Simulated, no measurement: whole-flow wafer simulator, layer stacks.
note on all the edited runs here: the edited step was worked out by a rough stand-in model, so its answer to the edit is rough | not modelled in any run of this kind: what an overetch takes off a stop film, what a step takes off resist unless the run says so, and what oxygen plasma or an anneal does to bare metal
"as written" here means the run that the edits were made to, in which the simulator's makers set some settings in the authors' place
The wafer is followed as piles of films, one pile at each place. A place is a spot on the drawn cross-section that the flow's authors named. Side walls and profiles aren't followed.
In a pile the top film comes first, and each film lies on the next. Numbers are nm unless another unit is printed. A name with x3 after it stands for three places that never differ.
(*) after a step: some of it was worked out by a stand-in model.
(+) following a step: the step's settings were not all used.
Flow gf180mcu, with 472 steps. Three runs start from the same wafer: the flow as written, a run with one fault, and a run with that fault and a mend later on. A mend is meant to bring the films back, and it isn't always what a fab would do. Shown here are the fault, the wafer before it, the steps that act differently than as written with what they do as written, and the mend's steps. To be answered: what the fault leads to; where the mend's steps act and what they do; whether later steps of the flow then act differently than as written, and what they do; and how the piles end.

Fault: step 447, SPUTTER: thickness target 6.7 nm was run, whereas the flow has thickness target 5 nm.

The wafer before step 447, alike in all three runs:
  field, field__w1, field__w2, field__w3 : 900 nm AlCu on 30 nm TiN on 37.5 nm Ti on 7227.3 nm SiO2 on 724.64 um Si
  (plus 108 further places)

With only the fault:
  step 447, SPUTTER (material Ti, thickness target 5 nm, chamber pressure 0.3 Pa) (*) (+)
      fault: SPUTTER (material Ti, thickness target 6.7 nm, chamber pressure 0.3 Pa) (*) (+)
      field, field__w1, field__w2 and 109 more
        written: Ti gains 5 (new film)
        fault: Ti gains 6.7 (new film)
  Steps further on in the flow that do not act as written (5 more steps, not shown, differ only slightly: by at most 2% or 0.5 nm, whichever is larger):
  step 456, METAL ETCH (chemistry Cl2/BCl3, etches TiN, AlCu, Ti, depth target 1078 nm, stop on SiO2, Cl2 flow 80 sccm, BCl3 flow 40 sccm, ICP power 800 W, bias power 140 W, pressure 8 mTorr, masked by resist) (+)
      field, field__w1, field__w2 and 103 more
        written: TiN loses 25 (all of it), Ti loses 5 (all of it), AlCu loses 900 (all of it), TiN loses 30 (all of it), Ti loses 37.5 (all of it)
        fault: TiN loses 25 (all of it), Ti loses 6.7 (all of it), AlCu loses 900 (all of it), TiN loses 30 (all of it), Ti loses 37.5 (all of it)
  At field__w8, contact, m1, m1__w1, pad, m1_nw, the piles at the end differ from the flow's by more than 2% or 0.5 nm, whichever is larger.
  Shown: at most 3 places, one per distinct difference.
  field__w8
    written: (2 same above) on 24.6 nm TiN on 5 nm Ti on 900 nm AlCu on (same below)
    fault: (2 same above) on 24.6 nm TiN on 6.7 nm Ti on 900 nm AlCu on (same below)
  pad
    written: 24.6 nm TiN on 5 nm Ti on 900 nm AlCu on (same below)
    fault: 24.6 nm TiN on 6.7 nm Ti on 900 nm AlCu on (same below)

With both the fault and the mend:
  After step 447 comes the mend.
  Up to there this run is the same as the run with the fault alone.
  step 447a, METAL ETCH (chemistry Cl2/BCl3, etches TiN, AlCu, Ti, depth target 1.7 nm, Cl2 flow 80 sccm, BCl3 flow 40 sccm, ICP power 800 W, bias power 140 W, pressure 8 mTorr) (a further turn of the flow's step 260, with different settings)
      field, field__w1, field__w2 and 109 more
        Ti loses 1.7
  Every later step of the flow that is run acts as written at every place that is followed.
  The piles end the same as the flow's at every place that both follow.
